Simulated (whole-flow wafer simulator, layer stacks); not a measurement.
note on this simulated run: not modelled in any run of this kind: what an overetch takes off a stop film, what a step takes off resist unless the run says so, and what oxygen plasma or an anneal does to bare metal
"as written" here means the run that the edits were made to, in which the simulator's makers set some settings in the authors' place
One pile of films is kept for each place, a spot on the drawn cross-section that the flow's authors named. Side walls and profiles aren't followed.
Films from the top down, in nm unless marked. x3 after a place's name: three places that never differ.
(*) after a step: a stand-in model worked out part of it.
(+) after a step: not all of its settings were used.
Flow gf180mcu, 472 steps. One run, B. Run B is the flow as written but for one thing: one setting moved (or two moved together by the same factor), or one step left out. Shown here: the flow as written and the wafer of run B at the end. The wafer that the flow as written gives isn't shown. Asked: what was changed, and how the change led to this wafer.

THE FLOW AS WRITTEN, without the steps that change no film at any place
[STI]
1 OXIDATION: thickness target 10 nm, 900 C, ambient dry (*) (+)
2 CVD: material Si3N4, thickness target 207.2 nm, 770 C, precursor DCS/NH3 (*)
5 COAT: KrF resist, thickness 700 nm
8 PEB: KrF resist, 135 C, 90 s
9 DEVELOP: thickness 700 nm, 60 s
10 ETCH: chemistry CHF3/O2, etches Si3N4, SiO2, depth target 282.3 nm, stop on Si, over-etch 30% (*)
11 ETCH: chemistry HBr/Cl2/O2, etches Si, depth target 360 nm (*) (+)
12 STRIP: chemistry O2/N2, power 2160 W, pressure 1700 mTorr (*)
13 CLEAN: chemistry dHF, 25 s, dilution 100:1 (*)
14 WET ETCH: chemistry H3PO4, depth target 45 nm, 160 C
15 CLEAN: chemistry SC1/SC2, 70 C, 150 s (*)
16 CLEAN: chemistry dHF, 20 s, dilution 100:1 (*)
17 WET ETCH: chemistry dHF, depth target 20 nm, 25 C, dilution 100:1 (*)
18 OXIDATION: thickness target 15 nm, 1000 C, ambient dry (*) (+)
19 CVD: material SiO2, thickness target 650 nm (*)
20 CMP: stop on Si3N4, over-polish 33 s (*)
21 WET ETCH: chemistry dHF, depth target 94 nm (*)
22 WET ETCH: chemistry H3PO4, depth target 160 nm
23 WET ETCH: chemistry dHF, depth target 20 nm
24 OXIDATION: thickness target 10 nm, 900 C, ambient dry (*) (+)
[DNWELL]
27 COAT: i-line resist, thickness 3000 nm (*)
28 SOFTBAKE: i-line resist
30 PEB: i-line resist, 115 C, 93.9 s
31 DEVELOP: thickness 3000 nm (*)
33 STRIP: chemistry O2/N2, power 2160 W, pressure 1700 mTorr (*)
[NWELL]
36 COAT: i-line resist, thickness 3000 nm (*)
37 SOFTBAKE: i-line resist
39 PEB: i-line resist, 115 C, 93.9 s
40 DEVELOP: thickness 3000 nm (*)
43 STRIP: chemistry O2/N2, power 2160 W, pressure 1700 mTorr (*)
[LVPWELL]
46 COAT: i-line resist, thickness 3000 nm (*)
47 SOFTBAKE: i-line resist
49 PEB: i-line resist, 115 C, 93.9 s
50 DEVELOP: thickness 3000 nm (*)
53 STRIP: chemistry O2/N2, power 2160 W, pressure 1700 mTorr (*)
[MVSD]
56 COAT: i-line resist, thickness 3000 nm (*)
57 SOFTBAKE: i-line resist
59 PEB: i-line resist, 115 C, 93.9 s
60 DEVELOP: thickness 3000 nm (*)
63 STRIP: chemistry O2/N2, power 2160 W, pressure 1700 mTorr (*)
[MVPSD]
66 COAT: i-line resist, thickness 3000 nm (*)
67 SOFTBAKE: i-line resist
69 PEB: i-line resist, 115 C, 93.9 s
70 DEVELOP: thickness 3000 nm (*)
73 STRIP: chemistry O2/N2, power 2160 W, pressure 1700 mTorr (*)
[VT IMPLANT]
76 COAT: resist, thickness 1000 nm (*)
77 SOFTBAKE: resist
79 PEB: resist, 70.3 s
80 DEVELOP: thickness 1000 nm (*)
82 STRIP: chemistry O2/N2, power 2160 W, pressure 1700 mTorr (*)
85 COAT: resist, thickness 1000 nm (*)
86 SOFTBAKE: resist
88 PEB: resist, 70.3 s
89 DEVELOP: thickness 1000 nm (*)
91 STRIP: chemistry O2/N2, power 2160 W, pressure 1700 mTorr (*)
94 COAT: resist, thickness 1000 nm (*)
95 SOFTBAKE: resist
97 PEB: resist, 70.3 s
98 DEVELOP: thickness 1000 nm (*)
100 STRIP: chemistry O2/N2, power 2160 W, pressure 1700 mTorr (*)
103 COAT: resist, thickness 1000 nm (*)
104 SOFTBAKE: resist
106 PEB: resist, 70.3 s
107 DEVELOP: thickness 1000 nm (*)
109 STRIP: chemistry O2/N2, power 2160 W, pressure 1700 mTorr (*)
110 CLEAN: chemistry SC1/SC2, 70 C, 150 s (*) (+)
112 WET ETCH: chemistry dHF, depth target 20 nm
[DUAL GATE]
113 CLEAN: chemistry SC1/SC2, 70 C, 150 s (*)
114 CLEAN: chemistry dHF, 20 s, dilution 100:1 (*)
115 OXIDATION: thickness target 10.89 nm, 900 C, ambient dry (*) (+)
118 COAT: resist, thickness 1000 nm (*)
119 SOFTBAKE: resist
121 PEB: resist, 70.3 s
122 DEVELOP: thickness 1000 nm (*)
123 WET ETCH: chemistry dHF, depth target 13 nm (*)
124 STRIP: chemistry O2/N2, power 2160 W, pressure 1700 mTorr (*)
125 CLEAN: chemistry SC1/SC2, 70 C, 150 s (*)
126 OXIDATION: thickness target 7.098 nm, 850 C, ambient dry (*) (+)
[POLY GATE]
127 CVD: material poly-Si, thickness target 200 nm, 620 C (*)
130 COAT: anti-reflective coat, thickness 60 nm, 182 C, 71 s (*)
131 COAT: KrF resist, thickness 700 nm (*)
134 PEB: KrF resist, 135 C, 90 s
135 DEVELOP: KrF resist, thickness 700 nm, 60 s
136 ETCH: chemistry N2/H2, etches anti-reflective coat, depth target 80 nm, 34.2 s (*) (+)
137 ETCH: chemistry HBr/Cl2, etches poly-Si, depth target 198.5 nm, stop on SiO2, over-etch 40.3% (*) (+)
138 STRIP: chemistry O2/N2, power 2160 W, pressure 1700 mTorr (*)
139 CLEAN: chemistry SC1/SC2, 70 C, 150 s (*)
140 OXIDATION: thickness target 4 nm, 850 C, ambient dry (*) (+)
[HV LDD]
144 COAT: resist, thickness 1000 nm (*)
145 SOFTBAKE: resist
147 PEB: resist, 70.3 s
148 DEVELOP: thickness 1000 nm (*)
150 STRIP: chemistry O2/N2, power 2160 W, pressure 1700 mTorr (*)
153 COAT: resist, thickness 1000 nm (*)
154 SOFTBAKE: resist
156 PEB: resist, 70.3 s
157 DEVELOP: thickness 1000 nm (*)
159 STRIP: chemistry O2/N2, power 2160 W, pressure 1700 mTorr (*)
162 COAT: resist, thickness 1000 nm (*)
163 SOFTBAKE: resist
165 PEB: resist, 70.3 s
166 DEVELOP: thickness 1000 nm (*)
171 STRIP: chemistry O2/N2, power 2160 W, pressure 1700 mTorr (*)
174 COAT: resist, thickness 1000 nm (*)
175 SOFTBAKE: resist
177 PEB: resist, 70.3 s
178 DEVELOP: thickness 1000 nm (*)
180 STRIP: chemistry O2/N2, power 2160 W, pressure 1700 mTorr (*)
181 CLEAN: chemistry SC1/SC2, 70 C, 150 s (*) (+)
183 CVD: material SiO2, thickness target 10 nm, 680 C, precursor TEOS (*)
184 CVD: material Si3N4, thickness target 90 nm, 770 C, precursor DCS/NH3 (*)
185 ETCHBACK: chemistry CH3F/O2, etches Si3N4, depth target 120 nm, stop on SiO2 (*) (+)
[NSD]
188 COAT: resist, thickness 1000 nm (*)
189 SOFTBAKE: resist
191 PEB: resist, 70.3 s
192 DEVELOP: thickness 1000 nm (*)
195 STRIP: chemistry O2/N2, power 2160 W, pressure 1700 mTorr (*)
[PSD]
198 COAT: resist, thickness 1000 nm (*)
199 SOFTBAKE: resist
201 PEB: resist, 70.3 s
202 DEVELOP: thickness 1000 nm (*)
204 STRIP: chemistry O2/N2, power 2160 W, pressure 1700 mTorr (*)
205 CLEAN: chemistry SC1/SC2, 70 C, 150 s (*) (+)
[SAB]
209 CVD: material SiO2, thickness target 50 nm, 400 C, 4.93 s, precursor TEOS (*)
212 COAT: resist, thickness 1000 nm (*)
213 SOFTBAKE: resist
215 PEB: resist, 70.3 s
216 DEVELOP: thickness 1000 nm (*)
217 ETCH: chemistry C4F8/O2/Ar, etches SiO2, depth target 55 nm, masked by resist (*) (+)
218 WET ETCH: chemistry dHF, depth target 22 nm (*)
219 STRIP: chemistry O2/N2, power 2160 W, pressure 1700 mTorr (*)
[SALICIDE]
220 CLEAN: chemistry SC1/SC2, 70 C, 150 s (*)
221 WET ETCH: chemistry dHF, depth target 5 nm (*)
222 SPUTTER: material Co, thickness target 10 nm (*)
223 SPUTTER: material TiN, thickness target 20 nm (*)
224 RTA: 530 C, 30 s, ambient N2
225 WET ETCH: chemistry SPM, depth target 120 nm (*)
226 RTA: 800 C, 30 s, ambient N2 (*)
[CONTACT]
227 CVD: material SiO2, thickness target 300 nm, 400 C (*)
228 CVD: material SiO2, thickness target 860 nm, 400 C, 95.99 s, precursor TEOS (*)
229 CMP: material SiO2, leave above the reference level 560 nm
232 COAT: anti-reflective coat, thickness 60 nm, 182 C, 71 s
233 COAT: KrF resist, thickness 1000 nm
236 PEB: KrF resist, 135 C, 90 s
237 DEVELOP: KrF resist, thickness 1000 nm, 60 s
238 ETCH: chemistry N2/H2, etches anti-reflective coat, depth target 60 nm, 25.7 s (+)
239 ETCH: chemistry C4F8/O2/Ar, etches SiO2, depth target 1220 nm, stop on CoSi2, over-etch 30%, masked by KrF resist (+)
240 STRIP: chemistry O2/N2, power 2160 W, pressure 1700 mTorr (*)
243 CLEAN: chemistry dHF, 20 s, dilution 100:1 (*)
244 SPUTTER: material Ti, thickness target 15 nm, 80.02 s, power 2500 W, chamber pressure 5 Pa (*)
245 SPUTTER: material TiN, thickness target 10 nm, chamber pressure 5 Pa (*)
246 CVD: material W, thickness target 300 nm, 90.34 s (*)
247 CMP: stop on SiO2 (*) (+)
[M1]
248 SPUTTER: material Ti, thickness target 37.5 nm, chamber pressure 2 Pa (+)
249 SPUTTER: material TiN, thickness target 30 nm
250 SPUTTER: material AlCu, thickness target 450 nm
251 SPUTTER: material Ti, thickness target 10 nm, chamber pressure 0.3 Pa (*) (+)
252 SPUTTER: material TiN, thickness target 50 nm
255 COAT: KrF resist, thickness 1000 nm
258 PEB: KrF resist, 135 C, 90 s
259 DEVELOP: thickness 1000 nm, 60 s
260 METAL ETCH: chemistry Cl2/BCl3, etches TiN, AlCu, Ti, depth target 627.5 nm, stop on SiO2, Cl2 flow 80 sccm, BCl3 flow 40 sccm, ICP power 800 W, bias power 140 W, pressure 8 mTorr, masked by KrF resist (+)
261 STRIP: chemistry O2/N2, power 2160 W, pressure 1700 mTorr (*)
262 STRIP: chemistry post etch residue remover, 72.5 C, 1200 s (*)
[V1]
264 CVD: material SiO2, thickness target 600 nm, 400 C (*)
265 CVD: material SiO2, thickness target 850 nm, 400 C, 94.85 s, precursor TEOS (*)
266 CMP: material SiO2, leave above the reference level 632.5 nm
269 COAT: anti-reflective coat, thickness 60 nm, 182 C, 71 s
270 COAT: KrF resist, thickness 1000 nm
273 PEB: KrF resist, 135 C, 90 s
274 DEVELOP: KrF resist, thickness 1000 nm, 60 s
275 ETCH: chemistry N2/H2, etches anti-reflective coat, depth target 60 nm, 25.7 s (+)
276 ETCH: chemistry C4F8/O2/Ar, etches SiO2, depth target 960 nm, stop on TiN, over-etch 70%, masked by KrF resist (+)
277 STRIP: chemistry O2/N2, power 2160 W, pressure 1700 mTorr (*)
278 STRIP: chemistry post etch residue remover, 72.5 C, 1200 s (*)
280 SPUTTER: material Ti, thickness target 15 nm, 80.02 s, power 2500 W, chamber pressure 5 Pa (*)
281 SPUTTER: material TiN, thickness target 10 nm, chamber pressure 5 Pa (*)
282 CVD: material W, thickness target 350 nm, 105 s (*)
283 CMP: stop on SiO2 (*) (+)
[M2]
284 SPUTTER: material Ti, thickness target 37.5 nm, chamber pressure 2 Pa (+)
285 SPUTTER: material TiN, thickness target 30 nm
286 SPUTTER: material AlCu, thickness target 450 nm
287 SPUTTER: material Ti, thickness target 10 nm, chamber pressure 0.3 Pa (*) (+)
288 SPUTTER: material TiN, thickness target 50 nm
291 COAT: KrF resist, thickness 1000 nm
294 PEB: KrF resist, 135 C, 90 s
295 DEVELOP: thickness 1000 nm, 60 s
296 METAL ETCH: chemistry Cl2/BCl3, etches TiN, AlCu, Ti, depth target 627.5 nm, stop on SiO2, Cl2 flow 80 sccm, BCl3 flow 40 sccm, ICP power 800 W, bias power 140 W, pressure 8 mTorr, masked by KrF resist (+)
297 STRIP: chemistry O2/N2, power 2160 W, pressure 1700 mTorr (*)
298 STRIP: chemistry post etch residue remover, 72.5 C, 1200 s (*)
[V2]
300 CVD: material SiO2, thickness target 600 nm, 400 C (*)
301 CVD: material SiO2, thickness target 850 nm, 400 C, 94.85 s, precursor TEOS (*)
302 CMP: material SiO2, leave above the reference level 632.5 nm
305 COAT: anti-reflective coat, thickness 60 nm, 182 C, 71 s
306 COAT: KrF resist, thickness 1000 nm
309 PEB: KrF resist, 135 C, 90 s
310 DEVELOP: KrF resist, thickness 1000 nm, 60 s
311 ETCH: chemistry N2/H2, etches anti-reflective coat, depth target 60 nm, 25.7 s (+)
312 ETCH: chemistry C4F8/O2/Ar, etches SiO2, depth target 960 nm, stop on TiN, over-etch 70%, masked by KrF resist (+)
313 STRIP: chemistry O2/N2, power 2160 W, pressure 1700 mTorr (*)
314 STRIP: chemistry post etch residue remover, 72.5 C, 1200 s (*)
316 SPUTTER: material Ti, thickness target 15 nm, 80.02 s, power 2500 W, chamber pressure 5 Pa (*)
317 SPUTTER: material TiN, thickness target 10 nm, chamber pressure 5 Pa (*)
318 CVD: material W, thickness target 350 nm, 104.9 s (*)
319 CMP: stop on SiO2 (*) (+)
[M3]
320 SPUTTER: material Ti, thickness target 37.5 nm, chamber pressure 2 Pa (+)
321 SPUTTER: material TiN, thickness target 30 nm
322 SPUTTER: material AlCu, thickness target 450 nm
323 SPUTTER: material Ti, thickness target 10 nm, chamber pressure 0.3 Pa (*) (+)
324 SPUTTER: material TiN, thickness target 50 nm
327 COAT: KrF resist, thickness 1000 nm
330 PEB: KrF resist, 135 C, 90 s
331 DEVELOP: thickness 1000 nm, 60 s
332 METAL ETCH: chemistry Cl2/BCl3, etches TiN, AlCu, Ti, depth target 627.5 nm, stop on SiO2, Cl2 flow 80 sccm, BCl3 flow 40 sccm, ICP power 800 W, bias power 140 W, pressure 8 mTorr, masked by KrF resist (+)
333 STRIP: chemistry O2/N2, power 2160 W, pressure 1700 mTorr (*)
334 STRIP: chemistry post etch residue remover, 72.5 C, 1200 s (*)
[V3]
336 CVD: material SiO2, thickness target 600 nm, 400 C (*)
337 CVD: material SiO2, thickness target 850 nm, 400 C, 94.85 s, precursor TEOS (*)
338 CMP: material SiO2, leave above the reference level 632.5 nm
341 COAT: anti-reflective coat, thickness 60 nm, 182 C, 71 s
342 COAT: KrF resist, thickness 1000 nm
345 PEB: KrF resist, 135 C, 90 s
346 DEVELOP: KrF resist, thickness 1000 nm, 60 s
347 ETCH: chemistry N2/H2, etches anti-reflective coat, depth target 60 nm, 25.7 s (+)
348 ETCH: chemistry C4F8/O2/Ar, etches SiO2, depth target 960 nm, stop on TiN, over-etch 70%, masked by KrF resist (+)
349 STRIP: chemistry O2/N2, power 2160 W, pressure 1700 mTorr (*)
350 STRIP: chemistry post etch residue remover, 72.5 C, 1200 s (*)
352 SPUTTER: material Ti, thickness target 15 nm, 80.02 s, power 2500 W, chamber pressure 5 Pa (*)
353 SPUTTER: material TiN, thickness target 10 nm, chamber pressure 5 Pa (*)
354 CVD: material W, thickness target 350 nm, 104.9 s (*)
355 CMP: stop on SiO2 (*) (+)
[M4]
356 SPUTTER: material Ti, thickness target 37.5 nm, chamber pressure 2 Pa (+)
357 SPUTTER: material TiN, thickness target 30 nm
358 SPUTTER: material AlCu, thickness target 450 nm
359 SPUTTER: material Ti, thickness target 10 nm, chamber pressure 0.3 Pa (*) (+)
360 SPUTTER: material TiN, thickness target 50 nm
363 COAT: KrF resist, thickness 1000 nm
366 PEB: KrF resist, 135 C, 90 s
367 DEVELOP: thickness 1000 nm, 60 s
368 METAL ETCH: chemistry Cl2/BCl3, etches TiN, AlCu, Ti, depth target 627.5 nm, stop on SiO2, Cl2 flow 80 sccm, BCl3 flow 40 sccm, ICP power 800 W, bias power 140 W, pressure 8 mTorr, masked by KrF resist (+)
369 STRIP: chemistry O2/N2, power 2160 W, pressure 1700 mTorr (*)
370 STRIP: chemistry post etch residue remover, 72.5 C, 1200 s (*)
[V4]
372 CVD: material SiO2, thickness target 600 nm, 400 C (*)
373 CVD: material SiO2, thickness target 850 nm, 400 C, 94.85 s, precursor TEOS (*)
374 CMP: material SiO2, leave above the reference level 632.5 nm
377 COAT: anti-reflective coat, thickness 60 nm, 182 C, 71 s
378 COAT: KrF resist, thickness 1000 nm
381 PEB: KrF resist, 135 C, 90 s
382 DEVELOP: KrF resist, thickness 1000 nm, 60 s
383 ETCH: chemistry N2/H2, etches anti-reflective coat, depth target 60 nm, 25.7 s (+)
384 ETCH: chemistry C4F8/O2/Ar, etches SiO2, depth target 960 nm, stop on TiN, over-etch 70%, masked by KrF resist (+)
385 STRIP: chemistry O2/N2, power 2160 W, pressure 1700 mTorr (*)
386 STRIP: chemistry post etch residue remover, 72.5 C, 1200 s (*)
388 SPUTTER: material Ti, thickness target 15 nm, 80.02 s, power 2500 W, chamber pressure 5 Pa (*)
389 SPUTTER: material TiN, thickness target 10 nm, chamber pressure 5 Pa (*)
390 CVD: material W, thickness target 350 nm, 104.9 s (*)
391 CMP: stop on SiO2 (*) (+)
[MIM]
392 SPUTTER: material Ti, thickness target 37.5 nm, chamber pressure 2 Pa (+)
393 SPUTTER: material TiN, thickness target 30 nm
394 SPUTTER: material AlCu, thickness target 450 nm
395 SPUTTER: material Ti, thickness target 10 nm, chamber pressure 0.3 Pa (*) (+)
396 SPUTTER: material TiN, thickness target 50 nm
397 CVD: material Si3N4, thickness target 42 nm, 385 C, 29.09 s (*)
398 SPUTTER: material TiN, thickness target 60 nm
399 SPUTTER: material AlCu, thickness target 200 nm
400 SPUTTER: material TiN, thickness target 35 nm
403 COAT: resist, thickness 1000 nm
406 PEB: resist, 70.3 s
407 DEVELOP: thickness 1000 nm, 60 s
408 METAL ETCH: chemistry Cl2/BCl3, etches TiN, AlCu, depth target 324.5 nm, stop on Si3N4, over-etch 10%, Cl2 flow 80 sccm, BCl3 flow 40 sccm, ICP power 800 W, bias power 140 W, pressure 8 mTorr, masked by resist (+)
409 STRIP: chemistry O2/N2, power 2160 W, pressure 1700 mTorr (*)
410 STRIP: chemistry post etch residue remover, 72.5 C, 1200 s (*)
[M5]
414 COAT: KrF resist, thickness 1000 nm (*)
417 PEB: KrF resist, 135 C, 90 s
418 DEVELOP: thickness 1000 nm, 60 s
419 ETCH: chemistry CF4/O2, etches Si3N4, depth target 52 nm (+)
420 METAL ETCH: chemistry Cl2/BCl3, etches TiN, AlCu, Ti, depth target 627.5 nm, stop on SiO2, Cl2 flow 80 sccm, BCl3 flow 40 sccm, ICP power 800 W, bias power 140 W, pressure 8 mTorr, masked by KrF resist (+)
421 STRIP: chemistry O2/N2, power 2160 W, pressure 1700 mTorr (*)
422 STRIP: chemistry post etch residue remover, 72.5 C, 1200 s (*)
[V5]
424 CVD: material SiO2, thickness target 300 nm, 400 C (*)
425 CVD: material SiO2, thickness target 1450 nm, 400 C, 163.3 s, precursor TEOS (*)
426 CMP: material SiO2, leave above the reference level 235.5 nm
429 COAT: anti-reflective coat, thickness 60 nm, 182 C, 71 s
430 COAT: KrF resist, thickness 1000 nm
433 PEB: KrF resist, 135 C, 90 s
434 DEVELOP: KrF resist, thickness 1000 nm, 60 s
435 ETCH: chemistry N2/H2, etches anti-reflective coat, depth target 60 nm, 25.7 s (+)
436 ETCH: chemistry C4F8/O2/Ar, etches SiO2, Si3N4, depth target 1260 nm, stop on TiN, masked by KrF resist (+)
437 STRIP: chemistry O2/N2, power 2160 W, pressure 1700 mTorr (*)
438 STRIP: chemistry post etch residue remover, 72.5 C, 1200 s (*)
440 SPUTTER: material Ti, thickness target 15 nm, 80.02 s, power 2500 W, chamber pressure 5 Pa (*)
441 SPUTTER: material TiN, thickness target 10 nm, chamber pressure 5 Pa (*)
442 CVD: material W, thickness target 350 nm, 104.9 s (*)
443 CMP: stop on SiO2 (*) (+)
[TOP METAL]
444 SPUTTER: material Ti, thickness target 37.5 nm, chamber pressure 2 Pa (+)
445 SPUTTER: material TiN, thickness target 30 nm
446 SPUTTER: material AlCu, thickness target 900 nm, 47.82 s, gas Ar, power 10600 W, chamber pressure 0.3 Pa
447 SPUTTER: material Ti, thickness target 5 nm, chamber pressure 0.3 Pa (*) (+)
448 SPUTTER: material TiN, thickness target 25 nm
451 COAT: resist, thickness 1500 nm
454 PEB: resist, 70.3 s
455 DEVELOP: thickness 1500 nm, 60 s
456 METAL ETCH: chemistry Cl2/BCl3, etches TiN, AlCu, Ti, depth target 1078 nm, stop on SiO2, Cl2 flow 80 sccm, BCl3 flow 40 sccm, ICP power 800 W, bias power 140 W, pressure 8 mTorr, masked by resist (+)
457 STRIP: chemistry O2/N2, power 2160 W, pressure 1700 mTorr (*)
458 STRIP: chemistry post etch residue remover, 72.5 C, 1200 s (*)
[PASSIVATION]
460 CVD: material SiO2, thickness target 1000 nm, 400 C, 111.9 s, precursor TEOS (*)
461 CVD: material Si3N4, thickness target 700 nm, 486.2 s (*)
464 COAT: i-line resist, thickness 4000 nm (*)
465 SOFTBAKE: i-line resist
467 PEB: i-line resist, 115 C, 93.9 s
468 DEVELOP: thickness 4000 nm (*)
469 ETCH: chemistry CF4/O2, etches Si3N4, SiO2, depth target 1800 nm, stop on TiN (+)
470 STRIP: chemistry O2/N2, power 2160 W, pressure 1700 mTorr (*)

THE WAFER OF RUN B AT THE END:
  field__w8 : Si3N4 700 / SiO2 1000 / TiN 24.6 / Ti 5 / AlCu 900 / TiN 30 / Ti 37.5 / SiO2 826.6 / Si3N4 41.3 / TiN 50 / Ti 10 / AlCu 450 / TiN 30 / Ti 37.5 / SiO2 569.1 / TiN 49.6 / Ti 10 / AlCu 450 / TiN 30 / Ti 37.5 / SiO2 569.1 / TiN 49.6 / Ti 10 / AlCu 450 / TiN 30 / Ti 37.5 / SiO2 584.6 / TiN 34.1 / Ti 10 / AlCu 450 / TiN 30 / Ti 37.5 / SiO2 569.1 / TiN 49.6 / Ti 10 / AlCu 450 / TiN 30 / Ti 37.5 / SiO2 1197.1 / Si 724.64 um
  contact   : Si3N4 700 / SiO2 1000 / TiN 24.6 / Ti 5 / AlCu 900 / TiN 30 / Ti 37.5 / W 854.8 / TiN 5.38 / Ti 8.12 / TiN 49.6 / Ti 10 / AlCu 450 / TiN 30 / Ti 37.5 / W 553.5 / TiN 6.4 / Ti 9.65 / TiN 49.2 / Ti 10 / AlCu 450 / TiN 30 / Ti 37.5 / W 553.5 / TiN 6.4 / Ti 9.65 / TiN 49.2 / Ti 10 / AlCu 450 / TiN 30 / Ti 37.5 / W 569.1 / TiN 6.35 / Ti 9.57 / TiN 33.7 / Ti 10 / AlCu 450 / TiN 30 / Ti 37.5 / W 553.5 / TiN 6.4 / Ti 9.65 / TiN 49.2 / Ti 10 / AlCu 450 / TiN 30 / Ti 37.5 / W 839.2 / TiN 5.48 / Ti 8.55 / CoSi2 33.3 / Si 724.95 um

The cause: step 288, SPUTTER: thickness target 34.5 nm was run, where the flow has thickness target 50 nm.

How the change led to this, step by step:
  288 SPUTTER: material TiN, thickness target 50 nm
      field, field__w1, field__w2 and 108 more: TiN +34.5 (new film) (as written it would be: TiN +50 (new film))
  296 METAL ETCH: chemistry Cl2/BCl3, etches TiN, AlCu, Ti, depth target 627.5 nm, stop on SiO2, Cl2 flow 80 sccm, BCl3 flow 40 sccm, ICP power 800 W, bias power 140 W, pressure 8 mTorr, masked by KrF resist (+)
      field, field__w1, field__w2 and 103 more: TiN -34.5 (all of it), Ti -10 (all of it), AlCu -450 (all of it), TiN -30 (all of it), Ti -37.5 (all of it) (as written it would be: TiN -50 (all of it), Ti -10 (all of it), AlCu -450 (all of it), TiN -30 (all of it), Ti -37.5 (all of it))
  312 ETCH: chemistry C4F8/O2/Ar, etches SiO2, depth target 960 nm, stop on TiN, over-etch 70%, masked by KrF resist (+)
      contact: SiO2 -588 (all of it) (as written it would be: SiO2 -572.5 (all of it))
